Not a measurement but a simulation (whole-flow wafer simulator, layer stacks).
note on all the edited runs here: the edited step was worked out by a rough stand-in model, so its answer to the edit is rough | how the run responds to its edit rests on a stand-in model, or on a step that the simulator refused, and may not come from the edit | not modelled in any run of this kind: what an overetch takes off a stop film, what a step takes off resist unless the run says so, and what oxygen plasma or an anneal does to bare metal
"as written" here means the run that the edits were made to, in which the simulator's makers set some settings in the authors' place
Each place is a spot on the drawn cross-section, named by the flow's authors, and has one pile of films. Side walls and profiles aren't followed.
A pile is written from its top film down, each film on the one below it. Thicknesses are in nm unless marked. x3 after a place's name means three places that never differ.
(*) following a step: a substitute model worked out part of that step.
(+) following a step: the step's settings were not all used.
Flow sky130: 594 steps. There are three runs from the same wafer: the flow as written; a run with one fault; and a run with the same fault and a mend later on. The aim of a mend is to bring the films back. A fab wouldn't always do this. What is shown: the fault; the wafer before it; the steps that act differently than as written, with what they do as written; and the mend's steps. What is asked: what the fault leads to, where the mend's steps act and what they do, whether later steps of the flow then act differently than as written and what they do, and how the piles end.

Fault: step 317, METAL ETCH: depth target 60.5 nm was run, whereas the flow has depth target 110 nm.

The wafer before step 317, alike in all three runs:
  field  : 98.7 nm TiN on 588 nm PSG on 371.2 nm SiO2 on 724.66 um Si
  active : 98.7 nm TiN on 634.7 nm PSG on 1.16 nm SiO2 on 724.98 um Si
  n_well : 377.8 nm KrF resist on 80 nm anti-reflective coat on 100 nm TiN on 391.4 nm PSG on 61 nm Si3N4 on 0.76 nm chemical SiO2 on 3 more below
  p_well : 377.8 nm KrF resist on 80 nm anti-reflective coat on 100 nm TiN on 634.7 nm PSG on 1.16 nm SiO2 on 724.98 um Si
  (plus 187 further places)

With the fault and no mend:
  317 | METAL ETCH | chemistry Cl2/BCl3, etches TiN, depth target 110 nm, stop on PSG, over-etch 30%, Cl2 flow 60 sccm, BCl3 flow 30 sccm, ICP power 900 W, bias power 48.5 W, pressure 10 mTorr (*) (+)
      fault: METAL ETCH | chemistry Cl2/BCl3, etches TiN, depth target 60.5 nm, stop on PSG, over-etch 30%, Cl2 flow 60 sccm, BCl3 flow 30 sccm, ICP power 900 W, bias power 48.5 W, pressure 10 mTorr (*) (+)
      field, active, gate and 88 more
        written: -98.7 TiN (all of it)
        fault: -60.5 TiN
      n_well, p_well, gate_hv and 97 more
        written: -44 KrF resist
        fault: -24.2 KrF resist
  Later steps of the flow acting differently than as written (not shown: 15 more steps that differ only slightly, by at most 2% or 0.5 nm, whichever is larger):
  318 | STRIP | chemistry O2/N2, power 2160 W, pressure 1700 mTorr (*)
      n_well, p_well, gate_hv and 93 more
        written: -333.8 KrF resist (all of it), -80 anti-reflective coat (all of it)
        fault: -353.6 KrF resist (all of it), -80 anti-reflective coat (all of it)
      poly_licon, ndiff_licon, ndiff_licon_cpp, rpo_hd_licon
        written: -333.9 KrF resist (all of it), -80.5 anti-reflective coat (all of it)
        fault: -353.7 KrF resist (all of it), -80.5 anti-reflective coat (all of it)
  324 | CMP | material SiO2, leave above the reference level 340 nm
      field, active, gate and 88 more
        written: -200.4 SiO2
        fault: -238.2 SiO2
  The piles end different from the flow's at field, active, gate and 90 more by more than 2% or 0.5 nm, whichever is larger.
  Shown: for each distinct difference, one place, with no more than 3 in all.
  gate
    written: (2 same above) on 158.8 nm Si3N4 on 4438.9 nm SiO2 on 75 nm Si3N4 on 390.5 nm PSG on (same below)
    fault: (2 same above) on 158.8 nm Si3N4 on 4401.2 nm SiO2 on 75 nm Si3N4 on 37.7 nm TiN on 390.5 nm PSG on (same below)
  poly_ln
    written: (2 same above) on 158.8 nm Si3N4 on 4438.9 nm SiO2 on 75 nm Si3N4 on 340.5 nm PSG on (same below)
    fault: (2 same above) on 158.8 nm Si3N4 on 4401.2 nm SiO2 on 75 nm Si3N4 on 37.7 nm TiN on 340.5 nm PSG on (same below)
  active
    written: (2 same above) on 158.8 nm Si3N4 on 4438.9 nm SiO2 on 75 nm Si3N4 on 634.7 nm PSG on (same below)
    fault: (2 same above) on 158.8 nm Si3N4 on 4401.2 nm SiO2 on 75 nm Si3N4 on 37.7 nm TiN on 634.7 nm PSG on (same below)

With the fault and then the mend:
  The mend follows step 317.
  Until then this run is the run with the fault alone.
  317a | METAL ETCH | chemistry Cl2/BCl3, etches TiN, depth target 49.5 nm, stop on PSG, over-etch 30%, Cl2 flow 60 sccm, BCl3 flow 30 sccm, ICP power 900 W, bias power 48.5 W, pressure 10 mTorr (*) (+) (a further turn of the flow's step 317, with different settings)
      n_well, p_well, gate_hv and 97 more
        -19.8 KrF resist
      field, active, gate and 88 more
        -38.2 TiN (all of it)
  None of the later steps of the flow acts differently than as written at any place that is followed.
  At every place that both follow, the piles at the end match the flow's.
